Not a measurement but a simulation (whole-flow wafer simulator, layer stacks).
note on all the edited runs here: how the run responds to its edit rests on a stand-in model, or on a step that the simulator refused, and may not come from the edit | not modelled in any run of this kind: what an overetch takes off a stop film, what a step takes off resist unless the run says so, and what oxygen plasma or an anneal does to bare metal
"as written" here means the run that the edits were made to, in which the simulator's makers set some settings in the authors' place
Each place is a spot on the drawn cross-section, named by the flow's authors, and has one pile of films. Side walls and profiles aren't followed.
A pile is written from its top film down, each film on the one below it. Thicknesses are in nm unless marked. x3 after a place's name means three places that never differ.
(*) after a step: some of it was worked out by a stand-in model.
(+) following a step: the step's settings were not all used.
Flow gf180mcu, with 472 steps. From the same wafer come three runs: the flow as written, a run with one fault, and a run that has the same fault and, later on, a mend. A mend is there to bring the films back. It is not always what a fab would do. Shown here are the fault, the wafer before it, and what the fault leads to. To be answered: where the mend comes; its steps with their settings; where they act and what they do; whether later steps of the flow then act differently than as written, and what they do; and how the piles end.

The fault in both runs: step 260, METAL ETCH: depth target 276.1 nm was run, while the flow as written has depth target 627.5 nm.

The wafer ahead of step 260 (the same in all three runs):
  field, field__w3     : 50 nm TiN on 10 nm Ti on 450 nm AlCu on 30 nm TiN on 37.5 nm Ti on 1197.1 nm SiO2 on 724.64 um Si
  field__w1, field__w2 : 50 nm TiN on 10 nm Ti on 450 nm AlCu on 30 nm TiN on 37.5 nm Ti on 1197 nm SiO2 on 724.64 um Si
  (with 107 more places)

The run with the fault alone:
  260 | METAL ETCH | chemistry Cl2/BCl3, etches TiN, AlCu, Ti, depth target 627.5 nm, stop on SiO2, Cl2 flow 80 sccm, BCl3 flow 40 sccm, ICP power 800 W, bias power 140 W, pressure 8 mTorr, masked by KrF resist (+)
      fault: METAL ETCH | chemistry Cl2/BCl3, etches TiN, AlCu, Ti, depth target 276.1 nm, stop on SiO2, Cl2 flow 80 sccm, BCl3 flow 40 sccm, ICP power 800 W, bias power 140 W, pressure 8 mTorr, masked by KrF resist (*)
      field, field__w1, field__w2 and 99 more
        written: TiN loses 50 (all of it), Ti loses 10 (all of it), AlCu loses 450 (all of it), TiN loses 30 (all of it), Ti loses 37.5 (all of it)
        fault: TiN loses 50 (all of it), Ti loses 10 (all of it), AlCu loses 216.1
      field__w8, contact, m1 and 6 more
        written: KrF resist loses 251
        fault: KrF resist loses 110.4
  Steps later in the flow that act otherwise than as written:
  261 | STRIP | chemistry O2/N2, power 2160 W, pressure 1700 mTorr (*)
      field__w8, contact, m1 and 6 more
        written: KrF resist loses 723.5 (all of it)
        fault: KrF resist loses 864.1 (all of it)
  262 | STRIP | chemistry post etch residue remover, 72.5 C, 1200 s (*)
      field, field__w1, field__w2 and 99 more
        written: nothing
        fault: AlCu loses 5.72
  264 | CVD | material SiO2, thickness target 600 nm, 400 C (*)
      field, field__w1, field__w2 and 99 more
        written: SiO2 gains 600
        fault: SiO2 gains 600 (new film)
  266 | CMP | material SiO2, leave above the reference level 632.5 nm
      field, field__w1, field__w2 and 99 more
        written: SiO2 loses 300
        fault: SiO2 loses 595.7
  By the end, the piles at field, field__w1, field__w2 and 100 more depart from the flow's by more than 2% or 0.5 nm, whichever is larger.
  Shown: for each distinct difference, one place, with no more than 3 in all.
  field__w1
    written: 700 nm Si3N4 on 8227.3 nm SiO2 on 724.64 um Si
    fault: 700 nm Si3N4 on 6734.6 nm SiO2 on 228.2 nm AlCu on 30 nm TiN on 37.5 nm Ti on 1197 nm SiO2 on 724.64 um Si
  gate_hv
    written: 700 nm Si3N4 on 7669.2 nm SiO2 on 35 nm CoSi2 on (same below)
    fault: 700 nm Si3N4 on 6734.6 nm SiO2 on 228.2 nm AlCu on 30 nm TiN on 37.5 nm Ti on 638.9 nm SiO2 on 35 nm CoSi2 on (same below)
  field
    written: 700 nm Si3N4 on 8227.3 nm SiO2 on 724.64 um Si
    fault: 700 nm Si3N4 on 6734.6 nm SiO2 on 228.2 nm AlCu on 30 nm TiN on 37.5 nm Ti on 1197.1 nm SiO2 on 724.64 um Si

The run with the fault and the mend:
  The mend follows step 262.
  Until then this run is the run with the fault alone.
  262a | DEHYDRATE | 200 C, 60 s (a further turn of the flow's step 253)
      leaves every film unchanged at each place that is followed
  262b | HMDS | 120 C, 60 s (a further turn of the flow's step 254)
      leaves every film unchanged at each place that is followed
  262c | COAT | KrF resist, thickness 1000 nm (*) (a further turn of the flow's step 255)
      iso_ptap_pw, iso_ntap_nw, iso_nw_fld and 33 more
        KrF resist gains 1000 (new film)
      field__w5, field__w9, field_sub__w4 and 18 more
        KrF resist gains 1001.8 (new film)
      field__w6, field_sub, field_sub__w1 and 11 more
        KrF resist gains 1001.9 (new film)
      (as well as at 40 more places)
  262d | SOFTBAKE | KrF resist (a further turn of the flow's step 256)
      leaves every film unchanged at each place that is followed
  262e | EXPOSE | photomask Metal1 (a further turn of the flow's step 257)
      leaves every film unchanged at each place that is followed
  262f | PEB | KrF resist, 135 C, 90 s (a further turn of the flow's step 258)
      field__w1, field__w2, field__w3 and 57 more
        KrF resist loses 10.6
      iso_ptap_pw, iso_ntap_nw, iso_nw_fld and 33 more
        KrF resist loses 10.5
      field__w8, m1, polyc_n_rim
        KrF resist loses 7.12
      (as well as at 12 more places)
  262g | DEVELOP | thickness 1000 nm, 60 s (a further turn of the flow's step 259)
      iso_ptap_pw, iso_ntap_nw, iso_nw_fld and 33 more
        KrF resist loses 989.5 (all of it)
      field_sub__w2, field_sub__w4, ld_gate_n and 12 more
        KrF resist loses 991.2 (all of it)
      field__w10, p_well, sti and 10 more
        KrF resist loses 991.4 (all of it)
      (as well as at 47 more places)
  262h | METAL ETCH | chemistry Cl2/BCl3, etches TiN, AlCu, Ti, depth target 351.4 nm, stop on SiO2, Cl2 flow 80 sccm, BCl3 flow 40 sccm, ICP power 800 W, bias power 140 W, pressure 8 mTorr, masked by KrF resist (+) (a further turn of the flow's step 260, with different settings)
      field, field__w1, field__w2 and 99 more
        AlCu loses 228.2 (all of it), TiN loses 30 (all of it), Ti loses 37.5 (all of it)
      field__w8, contact, m1 and 6 more
        KrF resist loses 140.6
  262i | STRIP | chemistry O2/N2, power 2160 W, pressure 1700 mTorr (*) (a further turn of the flow's step 261)
      field__w8
        KrF resist loses 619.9 (all of it)
      contact
        KrF resist loses 618.4 (all of it)
      m1
        KrF resist loses 619.8 (all of it)
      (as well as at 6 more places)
  262j | STRIP | chemistry post etch residue remover, 72.5 C, 1200 s (*) (a further turn of the flow's step 262)
      field__w8, contact, m1 and 6 more
        TiN loses 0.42
  None of the later steps of the flow differs from how it acts as written, at any place that is followed, by more than 2% or 0.5 nm, whichever is larger.
  When the end is reached, the piles differ only a little from the flow's at the places that both follow, at most by 2% or 0.5 nm, whichever is larger.
